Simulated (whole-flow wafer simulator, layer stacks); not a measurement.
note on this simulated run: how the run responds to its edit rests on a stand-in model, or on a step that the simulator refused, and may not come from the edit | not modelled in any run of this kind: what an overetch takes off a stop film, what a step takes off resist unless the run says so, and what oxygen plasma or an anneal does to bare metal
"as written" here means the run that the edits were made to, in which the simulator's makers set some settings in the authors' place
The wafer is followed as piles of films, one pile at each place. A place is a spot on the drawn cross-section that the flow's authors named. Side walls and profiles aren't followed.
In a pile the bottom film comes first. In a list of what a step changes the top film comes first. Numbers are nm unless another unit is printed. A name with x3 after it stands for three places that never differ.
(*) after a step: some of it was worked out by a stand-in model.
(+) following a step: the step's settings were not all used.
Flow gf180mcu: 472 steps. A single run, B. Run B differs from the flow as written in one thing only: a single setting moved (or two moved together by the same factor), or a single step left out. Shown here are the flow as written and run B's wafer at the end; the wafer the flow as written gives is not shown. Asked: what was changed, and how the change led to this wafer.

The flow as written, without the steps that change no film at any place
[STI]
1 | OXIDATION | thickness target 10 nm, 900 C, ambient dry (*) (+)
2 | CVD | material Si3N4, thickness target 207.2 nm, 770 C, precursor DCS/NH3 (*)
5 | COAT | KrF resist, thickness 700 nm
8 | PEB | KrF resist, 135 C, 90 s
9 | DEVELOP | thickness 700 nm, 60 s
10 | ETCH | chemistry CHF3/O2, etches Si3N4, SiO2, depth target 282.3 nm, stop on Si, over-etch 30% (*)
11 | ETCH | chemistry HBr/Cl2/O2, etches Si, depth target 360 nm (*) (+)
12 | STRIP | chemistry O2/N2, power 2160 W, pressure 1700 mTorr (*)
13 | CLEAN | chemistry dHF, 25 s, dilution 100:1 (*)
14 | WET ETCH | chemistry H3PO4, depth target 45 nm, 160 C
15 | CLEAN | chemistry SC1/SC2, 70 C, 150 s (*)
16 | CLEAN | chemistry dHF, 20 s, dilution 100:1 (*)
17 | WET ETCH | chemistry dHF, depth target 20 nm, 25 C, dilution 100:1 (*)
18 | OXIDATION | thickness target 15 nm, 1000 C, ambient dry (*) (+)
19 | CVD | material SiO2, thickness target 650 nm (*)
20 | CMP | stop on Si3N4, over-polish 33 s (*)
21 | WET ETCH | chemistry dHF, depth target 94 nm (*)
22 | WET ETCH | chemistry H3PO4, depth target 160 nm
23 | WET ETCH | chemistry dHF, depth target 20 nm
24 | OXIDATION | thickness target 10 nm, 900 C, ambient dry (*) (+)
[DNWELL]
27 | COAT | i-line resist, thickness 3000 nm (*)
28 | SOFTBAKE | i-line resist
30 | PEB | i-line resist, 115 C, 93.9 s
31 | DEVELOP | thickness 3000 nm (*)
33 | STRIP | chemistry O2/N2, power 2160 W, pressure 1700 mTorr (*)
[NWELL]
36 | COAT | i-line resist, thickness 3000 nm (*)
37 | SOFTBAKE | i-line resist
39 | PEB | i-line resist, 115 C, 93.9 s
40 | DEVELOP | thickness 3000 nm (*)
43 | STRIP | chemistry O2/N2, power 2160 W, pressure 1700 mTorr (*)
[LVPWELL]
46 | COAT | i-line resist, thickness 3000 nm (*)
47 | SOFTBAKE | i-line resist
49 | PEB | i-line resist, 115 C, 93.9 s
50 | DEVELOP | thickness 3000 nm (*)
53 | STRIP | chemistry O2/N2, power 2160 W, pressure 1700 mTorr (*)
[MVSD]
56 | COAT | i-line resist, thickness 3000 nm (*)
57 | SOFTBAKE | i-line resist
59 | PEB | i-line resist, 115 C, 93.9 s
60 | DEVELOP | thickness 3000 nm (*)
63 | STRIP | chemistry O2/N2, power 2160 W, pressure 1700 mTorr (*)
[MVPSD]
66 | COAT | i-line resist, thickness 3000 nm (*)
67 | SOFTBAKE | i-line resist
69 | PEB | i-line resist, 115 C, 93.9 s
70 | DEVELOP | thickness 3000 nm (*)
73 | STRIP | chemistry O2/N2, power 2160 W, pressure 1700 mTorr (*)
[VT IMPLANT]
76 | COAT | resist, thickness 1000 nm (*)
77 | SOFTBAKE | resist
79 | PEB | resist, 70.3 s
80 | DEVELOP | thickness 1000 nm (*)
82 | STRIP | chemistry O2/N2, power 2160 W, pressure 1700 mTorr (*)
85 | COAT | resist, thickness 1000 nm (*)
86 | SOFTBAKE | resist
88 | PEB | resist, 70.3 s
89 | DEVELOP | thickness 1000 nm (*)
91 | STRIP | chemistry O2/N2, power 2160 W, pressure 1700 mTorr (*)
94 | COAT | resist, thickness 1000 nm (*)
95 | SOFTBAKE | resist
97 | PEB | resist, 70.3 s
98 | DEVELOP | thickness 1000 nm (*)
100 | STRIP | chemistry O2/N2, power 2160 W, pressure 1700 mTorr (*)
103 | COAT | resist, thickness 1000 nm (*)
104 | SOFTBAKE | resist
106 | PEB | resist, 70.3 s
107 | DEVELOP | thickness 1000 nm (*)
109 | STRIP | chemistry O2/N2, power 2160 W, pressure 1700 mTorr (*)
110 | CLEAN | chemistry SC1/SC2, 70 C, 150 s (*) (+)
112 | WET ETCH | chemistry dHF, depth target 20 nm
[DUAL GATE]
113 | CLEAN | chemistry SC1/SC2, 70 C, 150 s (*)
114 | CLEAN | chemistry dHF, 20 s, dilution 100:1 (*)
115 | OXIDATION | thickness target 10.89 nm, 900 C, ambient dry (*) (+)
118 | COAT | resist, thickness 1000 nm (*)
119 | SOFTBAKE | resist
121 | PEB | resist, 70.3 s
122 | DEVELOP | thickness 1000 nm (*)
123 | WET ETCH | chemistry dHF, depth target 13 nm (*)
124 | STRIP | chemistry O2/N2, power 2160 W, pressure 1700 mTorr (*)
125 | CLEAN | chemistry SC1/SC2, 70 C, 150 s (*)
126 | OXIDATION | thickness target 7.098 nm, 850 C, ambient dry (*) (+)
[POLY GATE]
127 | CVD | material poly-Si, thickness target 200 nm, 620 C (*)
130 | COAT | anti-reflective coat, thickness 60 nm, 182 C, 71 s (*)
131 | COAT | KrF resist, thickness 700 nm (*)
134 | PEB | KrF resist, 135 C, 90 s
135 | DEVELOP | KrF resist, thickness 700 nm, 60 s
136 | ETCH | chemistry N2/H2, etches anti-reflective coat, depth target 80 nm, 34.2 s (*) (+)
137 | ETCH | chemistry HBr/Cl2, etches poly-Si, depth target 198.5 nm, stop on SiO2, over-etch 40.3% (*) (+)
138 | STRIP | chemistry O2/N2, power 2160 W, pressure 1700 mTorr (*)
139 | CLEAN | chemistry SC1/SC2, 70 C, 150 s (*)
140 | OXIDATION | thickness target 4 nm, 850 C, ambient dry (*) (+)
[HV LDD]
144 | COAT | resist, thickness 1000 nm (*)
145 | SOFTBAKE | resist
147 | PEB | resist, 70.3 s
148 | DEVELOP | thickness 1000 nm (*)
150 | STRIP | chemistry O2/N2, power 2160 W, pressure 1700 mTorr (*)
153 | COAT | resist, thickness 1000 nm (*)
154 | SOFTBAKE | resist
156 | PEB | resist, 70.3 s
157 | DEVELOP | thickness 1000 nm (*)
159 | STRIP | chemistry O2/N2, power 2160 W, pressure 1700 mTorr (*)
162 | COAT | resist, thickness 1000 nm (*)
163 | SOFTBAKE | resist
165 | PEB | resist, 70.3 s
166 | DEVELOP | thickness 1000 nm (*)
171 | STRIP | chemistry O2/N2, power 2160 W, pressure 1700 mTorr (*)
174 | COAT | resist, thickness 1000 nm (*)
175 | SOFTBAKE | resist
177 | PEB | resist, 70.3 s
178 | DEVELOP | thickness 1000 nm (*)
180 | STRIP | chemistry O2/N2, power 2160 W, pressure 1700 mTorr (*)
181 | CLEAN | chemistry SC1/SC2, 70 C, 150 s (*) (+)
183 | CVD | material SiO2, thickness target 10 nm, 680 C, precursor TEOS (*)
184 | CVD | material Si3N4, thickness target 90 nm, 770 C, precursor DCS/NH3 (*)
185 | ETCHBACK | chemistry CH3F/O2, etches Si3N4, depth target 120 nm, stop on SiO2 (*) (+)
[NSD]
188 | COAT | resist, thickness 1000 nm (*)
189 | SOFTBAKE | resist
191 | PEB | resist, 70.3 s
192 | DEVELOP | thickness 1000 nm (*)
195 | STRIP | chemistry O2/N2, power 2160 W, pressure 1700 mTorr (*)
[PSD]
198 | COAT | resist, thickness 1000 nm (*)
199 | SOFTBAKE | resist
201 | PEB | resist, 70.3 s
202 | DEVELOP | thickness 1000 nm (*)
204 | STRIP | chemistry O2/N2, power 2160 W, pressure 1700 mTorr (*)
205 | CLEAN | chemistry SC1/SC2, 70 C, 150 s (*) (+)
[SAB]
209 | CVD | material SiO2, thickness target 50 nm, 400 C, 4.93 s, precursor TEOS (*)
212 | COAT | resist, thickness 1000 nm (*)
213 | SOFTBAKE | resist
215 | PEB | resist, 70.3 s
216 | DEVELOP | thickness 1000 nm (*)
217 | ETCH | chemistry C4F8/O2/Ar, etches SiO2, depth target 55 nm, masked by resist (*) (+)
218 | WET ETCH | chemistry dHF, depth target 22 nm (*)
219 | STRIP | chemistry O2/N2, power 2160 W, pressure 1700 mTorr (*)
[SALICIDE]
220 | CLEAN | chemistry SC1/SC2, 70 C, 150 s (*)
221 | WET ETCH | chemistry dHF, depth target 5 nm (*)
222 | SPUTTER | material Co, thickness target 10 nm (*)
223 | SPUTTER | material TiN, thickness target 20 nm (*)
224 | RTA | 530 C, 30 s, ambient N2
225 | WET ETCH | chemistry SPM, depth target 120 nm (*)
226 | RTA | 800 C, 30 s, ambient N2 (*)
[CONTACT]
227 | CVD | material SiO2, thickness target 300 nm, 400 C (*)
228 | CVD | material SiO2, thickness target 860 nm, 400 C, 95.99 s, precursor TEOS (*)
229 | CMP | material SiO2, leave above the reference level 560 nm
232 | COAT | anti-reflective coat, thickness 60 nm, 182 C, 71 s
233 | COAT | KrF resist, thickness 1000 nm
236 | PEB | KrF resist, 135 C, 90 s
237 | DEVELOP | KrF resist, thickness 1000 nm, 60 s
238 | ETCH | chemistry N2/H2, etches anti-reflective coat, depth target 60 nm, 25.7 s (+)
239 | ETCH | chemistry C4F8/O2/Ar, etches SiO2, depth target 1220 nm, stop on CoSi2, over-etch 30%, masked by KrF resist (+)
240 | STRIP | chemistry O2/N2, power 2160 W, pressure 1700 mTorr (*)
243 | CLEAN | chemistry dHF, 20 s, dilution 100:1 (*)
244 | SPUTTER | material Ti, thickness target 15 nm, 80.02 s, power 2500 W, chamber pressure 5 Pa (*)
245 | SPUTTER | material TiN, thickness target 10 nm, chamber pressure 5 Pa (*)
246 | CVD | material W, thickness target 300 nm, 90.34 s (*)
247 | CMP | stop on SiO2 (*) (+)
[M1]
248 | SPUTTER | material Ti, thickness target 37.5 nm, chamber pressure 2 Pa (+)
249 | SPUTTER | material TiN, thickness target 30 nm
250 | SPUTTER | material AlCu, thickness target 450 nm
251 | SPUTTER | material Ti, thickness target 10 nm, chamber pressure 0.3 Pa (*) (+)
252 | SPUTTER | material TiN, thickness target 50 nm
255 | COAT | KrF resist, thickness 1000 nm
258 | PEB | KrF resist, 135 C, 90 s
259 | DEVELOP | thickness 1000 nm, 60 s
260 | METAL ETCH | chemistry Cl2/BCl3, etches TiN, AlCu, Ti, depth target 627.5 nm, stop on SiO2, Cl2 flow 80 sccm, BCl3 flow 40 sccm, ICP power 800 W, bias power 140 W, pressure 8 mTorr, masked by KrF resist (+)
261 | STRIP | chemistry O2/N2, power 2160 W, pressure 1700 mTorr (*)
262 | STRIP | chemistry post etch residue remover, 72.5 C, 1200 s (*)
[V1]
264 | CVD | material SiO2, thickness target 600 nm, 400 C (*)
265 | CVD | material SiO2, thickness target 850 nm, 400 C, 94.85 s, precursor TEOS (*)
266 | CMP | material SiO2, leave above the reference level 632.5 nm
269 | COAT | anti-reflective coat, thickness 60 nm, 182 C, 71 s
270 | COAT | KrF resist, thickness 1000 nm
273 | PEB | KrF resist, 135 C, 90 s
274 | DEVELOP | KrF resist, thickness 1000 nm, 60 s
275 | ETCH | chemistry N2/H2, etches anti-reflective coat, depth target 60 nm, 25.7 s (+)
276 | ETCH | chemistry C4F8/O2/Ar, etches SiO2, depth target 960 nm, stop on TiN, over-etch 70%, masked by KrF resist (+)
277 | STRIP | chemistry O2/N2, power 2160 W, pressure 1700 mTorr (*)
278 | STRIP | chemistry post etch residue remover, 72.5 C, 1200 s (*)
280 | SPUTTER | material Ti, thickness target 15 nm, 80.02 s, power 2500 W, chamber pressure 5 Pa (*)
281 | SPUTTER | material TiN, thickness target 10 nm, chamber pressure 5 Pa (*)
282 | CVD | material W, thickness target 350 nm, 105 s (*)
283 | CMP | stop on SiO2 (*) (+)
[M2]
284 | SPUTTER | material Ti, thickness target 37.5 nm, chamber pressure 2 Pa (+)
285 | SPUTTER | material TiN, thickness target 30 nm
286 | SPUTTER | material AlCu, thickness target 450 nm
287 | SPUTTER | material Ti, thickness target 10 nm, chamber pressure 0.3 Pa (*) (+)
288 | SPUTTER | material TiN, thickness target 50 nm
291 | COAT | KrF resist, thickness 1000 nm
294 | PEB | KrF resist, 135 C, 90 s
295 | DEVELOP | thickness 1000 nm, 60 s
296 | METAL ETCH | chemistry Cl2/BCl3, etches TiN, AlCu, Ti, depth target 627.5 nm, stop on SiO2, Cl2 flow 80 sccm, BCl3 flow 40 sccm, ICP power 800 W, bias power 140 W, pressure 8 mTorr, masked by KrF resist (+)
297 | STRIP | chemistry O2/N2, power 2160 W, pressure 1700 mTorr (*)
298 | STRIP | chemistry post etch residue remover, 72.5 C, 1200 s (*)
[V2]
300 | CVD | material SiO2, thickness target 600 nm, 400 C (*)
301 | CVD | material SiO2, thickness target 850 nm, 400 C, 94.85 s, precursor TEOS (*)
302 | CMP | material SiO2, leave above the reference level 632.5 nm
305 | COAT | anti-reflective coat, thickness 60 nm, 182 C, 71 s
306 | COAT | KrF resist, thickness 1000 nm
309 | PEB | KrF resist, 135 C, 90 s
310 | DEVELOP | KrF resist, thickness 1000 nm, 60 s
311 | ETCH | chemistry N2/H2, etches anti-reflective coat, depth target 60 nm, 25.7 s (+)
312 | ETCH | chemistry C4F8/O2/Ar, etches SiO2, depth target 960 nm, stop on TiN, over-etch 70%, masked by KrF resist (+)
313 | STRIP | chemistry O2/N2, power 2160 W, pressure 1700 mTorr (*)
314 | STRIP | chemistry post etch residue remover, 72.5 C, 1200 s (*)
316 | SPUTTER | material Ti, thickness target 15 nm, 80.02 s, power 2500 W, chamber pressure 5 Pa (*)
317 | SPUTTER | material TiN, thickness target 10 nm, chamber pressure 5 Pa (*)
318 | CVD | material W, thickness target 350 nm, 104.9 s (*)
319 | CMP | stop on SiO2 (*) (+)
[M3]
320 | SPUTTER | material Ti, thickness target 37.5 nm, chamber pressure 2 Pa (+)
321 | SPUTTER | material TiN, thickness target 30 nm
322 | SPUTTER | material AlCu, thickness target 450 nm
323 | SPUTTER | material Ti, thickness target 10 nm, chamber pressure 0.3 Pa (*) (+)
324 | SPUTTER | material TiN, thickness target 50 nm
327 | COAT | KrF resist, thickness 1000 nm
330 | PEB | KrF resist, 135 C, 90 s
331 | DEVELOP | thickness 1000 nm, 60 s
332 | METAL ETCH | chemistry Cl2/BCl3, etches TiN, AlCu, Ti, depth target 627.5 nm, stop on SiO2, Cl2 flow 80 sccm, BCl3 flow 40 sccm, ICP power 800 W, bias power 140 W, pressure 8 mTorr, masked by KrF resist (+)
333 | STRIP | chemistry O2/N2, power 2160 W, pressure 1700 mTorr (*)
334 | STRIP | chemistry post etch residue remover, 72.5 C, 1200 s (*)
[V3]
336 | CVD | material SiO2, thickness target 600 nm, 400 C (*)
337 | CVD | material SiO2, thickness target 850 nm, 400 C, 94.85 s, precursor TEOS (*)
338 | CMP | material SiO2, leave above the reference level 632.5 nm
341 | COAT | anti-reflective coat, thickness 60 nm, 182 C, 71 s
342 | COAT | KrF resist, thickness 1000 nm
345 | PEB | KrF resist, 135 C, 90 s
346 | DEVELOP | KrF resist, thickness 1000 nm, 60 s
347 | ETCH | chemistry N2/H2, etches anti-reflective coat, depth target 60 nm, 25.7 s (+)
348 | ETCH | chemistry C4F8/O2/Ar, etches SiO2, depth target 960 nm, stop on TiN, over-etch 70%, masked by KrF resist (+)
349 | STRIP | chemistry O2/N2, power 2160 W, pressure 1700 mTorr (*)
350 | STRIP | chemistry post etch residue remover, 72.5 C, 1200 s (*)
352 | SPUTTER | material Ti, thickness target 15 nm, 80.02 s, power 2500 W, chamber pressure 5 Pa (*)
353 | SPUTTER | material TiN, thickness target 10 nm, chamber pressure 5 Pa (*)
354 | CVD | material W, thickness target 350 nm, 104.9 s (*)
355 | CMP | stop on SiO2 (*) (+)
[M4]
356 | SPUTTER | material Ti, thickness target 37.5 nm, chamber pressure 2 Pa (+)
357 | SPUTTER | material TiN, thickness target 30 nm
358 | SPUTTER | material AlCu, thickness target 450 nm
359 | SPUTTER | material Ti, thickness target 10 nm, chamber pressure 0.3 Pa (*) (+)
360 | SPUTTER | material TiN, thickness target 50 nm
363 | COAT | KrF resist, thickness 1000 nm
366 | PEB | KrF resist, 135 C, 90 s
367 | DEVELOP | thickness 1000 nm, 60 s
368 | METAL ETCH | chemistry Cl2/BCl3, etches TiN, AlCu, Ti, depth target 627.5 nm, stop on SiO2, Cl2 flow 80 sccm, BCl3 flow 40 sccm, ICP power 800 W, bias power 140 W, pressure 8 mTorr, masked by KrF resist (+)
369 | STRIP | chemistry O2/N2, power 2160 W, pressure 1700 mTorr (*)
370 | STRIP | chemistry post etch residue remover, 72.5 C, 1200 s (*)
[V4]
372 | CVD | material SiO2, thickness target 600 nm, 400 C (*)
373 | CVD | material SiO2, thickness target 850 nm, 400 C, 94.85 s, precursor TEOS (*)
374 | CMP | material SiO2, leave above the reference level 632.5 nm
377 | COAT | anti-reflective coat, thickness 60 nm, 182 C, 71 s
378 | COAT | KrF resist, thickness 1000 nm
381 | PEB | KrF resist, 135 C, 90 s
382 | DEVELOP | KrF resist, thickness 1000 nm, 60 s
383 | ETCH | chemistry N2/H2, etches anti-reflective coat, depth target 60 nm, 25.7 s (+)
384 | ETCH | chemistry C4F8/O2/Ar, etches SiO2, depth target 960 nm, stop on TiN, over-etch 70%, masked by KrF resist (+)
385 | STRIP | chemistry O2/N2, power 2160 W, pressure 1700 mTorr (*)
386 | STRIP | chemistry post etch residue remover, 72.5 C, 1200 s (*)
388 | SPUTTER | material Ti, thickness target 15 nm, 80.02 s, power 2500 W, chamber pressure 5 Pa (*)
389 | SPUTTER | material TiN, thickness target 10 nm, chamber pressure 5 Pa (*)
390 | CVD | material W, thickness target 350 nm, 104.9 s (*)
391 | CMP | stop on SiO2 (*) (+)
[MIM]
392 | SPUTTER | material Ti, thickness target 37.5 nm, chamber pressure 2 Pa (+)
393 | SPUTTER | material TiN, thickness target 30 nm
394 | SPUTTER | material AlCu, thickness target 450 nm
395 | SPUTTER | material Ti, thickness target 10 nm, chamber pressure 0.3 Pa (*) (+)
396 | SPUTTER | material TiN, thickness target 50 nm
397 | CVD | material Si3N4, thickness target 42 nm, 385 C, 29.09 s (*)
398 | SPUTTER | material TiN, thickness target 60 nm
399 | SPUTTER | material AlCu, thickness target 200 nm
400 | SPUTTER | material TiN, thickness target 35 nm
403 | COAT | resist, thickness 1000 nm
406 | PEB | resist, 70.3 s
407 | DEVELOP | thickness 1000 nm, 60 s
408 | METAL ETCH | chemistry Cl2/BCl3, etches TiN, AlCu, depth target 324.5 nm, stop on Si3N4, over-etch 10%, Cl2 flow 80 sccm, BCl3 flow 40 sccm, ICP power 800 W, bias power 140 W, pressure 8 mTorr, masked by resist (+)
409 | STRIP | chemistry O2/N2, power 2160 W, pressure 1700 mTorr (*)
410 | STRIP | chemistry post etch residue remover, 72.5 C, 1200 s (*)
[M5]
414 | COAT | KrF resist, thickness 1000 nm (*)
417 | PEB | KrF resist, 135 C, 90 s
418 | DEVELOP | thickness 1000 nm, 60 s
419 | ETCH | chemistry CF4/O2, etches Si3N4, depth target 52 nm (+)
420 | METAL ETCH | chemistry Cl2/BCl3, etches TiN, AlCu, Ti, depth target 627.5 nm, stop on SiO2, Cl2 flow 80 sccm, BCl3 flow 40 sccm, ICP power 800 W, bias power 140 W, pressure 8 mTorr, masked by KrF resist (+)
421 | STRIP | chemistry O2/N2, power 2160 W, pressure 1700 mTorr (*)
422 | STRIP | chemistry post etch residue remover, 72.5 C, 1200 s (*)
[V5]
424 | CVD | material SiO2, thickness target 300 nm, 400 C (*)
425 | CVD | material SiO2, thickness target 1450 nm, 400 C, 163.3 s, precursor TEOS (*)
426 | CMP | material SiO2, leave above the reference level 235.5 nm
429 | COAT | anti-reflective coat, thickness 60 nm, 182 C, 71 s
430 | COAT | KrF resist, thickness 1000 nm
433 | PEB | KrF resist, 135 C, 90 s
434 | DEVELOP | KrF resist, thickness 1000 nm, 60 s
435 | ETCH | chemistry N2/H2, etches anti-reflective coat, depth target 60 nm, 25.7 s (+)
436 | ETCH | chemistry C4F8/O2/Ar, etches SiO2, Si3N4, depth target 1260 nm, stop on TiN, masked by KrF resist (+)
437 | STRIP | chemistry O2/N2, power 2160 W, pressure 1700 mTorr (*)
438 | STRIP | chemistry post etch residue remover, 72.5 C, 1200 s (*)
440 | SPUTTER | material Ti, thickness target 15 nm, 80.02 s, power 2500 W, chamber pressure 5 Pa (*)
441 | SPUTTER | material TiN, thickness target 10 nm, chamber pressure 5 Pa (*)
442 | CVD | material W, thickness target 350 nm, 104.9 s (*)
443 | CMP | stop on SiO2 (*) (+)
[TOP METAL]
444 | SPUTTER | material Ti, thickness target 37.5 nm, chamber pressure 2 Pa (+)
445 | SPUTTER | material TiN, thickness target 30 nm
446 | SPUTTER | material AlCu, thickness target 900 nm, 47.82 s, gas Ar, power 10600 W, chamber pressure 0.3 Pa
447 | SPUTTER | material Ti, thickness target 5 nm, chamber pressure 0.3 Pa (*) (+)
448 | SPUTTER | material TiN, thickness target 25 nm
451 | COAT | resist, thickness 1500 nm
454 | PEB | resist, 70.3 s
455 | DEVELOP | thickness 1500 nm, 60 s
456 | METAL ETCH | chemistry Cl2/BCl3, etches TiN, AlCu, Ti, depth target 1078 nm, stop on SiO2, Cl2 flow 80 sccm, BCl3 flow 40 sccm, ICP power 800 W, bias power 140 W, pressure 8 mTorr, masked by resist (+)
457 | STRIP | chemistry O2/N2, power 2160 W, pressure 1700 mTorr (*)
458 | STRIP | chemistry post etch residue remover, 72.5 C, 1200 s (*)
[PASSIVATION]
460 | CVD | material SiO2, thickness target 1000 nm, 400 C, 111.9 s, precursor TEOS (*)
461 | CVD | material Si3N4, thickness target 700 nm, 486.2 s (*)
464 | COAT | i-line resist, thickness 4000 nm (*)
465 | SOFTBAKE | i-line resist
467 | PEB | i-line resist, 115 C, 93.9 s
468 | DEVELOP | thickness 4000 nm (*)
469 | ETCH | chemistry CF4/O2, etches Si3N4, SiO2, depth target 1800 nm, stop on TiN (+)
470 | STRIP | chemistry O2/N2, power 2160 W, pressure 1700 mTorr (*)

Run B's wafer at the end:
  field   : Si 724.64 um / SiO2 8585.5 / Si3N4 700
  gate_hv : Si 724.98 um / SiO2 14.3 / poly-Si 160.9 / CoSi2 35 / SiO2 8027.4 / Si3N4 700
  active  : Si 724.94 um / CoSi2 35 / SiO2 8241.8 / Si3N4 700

The reason: step 302, CMP: leave above the reference level 993 nm was run, though the flow has leave above the reference level 632.5 nm.

Step by step, how the change led to this:
  302 | CMP | material SiO2, leave above the reference level 632.5 nm
      field, field__w1, field__w2 and 103 more: nothing (it would be, as written: SiO2 loses 300)
      field__w8, contact, m1, m1__w1, m1_nw: SiO2 loses 516.6 (it would be, as written: SiO2 loses 877.1)
  305 | COAT | anti-reflective coat, thickness 60 nm, 182 C, 71 s
      field: anti-reflective coat gains 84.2 (new film) (it would be, as written: anti-reflective coat gains 60 (new film))
      field__w8: anti-reflective coat gains 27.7 (new film) (it would be, as written: anti-reflective coat gains 60 (new film))
      (also at 11 further places)
  306 | COAT | KrF resist, thickness 1000 nm
      contact: KrF resist gains 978 (new film) (it would be, as written: KrF resist gains 1000 (new film))
      m1: KrF resist gains 975.6 (new film) (it would be, as written: KrF resist gains 1000 (new film))
      (also at 3 further places)
  310 | DEVELOP | KrF resist, thickness 1000 nm, 60 s
      contact: KrF resist loses 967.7 (all of it) (it would be, as written: KrF resist loses 989.5 (all of it))
  311 | ETCH | chemistry N2/H2, etches anti-reflective coat, depth target 60 nm, 25.7 s (+)
      contact: anti-reflective coat loses 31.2 (all of it), SiO2 loses 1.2 (it would be, as written: anti-reflective coat loses 60 (all of it), SiO2 loses 0.46)
  312 | ETCH | chemistry C4F8/O2/Ar, etches SiO2, depth target 960 nm, stop on TiN, over-etch 70%, masked by KrF resist (+)
      contact: SiO2 loses 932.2 (all of it) (it would be, as written: SiO2 loses 572.5 (all of it))
  313 | STRIP | chemistry O2/N2, power 2160 W, pressure 1700 mTorr (*)
      field: KrF resist loses 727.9 (all of it), anti-reflective coat loses 84.2 (all of it) (it would be, as written: KrF resist loses 739.2 (all of it), anti-reflective coat loses 60 (all of it))
      field__w8: KrF resist loses 732.6 (all of it), anti-reflective coat loses 27.7 (all of it) (it would be, as written: KrF resist loses 739.2 (all of it), anti-reflective coat loses 60 (all of it))
      (also at 12 further places)
  316 | SPUTTER | material Ti, thickness target 15 nm, 80.02 s, power 2500 W, chamber pressure 5 Pa (*)
      contact: Ti gains 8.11 (new film) (it would be, as written: Ti gains 9.65 (new film))
  317 | SPUTTER | material TiN, thickness target 10 nm, chamber pressure 5 Pa (*)
      contact: TiN gains 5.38 (new film) (it would be, as written: TiN gains 6.4 (new film))
  318 | CVD | material W, thickness target 350 nm, 104.9 s (*)
      contact: W gains 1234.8 (new film) (it would be, as written: W gains 932.3 (new film))
  319 | CMP | stop on SiO2 (*) (+)
      field__w8, m1, m1__w1, m1_nw: W loses 350 (all of it), TiN loses 10 (all of it), Ti loses 15 (all of it), SiO2 loses 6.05 (it would be, as written: W loses 350 (all of it), TiN loses 10 (all of it), Ti loses 15 (all of it), SiO2 loses 3.78)
  327 | COAT | KrF resist, thickness 1000 nm
      field__w8: KrF resist gains 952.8 (new film) (it would be, as written: KrF resist gains 1000 (new film))
      m1: KrF resist gains 951.8 (new film) (it would be, as written: KrF resist gains 1000 (new film))
      (also at 2 further places)
  333 | STRIP | chemistry O2/N2, power 2160 W, pressure 1700 mTorr (*)
      field__w8: KrF resist loses 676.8 (all of it) (it would be, as written: KrF resist loses 723.5 (all of it))
      m1: KrF resist loses 675.8 (all of it) (it would be, as written: KrF resist loses 723.5 (all of it))
      (also at 2 further places)
  338 | CMP | material SiO2, leave above the reference level 632.5 nm
      field, field__w1, field__w2 and 103 more: SiO2 loses 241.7 (it would be, as written: SiO2 loses 300)
      contact: SiO2 loses 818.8 (it would be, as written: SiO2 loses 877.1)
  348 | ETCH | chemistry C4F8/O2/Ar, etches SiO2, depth target 960 nm, stop on TiN, over-etch 70%, masked by KrF resist (+)
      contact: SiO2 loses 630.7 (all of it) (it would be, as written: SiO2 loses 572.5 (all of it))
  354 | CVD | material W, thickness target 350 nm, 104.9 s (*)
      contact: W gains 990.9 (new film) (it would be, as written: W gains 932.3 (new film))
